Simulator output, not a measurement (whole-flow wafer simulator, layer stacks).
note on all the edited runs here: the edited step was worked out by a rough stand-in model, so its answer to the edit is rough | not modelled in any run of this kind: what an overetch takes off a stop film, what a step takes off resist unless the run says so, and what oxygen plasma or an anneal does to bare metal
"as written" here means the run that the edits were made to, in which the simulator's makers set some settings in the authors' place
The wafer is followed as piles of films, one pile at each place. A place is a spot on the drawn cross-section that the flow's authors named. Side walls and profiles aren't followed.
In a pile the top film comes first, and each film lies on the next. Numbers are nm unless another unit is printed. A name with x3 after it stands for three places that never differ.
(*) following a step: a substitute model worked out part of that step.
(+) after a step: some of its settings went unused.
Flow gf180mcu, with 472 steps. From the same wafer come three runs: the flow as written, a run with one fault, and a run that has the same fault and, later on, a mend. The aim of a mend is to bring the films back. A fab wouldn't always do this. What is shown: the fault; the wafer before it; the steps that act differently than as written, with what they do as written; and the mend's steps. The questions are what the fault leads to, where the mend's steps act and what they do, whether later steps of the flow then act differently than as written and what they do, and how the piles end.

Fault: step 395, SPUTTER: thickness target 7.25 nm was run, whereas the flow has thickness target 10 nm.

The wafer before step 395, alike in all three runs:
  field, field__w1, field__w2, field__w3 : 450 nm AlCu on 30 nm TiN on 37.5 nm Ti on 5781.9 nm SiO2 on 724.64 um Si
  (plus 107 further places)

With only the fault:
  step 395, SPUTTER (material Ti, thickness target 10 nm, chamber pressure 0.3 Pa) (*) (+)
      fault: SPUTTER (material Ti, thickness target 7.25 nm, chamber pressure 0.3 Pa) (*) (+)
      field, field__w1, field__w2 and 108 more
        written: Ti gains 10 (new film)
        fault: Ti gains 7.25 (new film)
  Later steps of the flow acting differently than as written (not shown: 2 more steps that differ only slightly, by at most 2% or 0.5 nm, whichever is larger):
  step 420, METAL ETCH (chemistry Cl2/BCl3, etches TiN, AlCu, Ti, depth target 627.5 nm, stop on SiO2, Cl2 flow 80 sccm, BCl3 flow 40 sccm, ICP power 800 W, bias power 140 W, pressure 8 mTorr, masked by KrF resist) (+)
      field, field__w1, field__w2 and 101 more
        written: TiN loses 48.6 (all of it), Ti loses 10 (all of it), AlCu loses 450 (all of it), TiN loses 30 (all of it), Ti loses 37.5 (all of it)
        fault: TiN loses 48.6 (all of it), Ti loses 7.25 (all of it), AlCu loses 450 (all of it), TiN loses 30 (all of it), Ti loses 37.5 (all of it)
  At field__w4, field__w8, contact, m1, m1__w1, mim, mim_1p0, m1_nw, the piles at the end differ from the flow's by more than 2% or 0.5 nm, whichever is larger.
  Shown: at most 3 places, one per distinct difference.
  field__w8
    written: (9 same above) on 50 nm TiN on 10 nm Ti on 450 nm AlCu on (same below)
    fault: (9 same above) on 50 nm TiN on 7.25 nm Ti on 450 nm AlCu on (same below)
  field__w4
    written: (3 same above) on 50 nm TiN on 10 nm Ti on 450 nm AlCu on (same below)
    fault: (3 same above) on 50 nm TiN on 7.25 nm Ti on 450 nm AlCu on (same below)
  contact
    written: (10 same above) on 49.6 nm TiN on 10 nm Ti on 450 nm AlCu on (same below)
    fault: (10 same above) on 49.6 nm TiN on 7.25 nm Ti on 450 nm AlCu on (same below)

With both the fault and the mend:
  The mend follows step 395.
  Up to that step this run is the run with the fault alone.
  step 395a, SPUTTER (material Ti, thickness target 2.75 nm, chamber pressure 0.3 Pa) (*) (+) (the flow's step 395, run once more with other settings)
      field, field__w1, field__w2 and 108 more
        Ti gains 2.75
  Later steps of the flow that are run all act as written at every place that is followed.
  At every place that both follow, the piles at the end match the flow's.
